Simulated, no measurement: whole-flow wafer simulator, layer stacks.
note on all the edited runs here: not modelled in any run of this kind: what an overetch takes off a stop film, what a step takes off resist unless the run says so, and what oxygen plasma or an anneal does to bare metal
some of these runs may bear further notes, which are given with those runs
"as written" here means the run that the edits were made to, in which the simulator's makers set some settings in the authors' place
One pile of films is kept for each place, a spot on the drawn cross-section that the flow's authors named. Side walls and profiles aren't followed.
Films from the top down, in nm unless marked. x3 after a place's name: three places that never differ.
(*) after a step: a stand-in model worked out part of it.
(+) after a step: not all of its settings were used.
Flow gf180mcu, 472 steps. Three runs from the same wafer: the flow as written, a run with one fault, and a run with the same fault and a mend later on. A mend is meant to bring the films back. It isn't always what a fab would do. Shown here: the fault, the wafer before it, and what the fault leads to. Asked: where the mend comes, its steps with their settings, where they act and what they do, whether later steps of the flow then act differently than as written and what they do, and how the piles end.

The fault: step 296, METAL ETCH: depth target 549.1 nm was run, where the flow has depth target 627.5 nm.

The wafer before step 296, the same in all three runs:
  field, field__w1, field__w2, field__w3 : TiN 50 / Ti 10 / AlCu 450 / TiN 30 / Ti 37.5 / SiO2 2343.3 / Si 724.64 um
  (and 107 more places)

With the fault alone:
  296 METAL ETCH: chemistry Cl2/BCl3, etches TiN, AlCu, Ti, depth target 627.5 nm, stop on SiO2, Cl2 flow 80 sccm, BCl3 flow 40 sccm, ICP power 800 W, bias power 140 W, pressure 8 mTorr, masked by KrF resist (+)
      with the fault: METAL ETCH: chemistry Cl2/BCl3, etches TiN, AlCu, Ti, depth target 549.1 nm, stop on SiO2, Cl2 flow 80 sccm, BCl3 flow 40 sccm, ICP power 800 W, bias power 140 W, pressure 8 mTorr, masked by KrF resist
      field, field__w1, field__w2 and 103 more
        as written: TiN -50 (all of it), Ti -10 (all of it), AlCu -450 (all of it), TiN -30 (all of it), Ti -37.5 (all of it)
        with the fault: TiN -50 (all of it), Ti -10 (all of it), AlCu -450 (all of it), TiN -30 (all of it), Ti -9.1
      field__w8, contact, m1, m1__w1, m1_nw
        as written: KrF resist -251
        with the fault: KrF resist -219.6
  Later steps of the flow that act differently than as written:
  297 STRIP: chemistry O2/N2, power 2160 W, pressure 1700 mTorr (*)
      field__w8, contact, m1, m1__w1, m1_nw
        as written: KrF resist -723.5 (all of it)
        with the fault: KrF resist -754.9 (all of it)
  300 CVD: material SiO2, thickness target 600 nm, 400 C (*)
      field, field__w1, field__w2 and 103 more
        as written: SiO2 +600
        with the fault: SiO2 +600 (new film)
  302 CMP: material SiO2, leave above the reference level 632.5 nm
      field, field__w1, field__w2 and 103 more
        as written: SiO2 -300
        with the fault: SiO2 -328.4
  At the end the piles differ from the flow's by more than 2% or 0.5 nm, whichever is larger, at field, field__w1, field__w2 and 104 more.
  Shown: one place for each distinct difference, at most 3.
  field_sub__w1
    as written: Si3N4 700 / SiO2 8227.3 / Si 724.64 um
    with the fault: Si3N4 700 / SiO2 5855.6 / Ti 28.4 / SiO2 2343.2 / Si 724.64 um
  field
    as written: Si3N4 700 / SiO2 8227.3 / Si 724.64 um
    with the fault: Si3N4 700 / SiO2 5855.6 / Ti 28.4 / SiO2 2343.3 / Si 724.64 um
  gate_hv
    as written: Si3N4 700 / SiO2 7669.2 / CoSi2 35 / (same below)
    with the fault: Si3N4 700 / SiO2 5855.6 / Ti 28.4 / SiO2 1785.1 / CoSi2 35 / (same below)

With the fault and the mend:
  The mend comes after step 298.
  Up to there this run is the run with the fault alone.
  298a DEHYDRATE: 200 C, 60 s (the flow's step 289 once more)
      changes no film at any place that is followed
  298b HMDS: 120 C, 60 s (the flow's step 290 once more)
      changes no film at any place that is followed
  298c COAT: KrF resist, thickness 1000 nm (*) (the flow's step 291 once more)
      iso_ptap_pw, iso_ntap_nw, iso_nw_fld and 33 more
        KrF resist +1000 (new film)
      field__w11, field__w13, p_well and 9 more
        KrF resist +1003.5 (new film)
      field_sub__w3, field_sub__w4, ld_sd_p and 6 more
        KrF resist +1003.1 (new film)
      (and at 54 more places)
  298d SOFTBAKE: KrF resist (the flow's step 292 once more)
      changes no film at any place that is followed
  298e EXPOSE: photomask Metal2 (the flow's step 293 once more)
      changes no film at any place that is followed
  298f PEB: KrF resist, 135 C, 90 s (the flow's step 294 once more)
      field__w1, field__w2, field__w3 and 55 more
        KrF resist -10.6
      iso_ptap_pw, iso_ntap_nw, iso_nw_fld and 33 more
        KrF resist -10.5
      gate_hv, sd_p, nw_enc_fld_lv__w3, polyc_n, polyc_n_rim
        KrF resist -10.7
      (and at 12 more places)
  298g DEVELOP: thickness 1000 nm, 60 s (the flow's step 295 once more)
      iso_ptap_pw, iso_ntap_nw, iso_nw_fld and 33 more
        KrF resist -989.5 (all of it)
      field__w2, field__w3, field__w7 and 13 more
        KrF resist -993 (all of it)
      field_sub, field_sub__w2, field_sub__w3, field_sub__w4, ld_sd_p, ld_gate_p, ld_acc_p, ld_fp_p
        KrF resist -992.5 (all of it)
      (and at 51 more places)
  298h METAL ETCH: chemistry Cl2/BCl3, etches TiN, AlCu, Ti, depth target 78.4 nm, stop on SiO2, Cl2 flow 80 sccm, BCl3 flow 40 sccm, ICP power 800 W, bias power 140 W, pressure 8 mTorr, masked by KrF resist (+) (the flow's step 296 once more, with other settings)
      field, field__w1, field__w2 and 103 more
        Ti -28.4 (all of it)
      field__w8, contact, m1, m1__w1, m1_nw
        KrF resist -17
  298i STRIP: chemistry O2/N2, power 2160 W, pressure 1700 mTorr (*) (the flow's step 297 once more)
      field__w8
        KrF resist -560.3 (all of it)
      contact
        KrF resist -558.2 (all of it)
      m1
        KrF resist -561.7 (all of it)
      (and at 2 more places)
  298j STRIP: chemistry post etch residue remover, 72.5 C, 1200 s (*) (the flow's step 298 once more)
      field__w8, contact, m1, m1__w1, m1_nw
        TiN -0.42
  No later step of the flow acts differently than as written, at any place that is followed, by more than 2% or 0.5 nm, whichever is larger.
  At the end the piles differ from the flow's only slightly at the places that both follow, by at most 2% or 0.5 nm, whichever is larger.
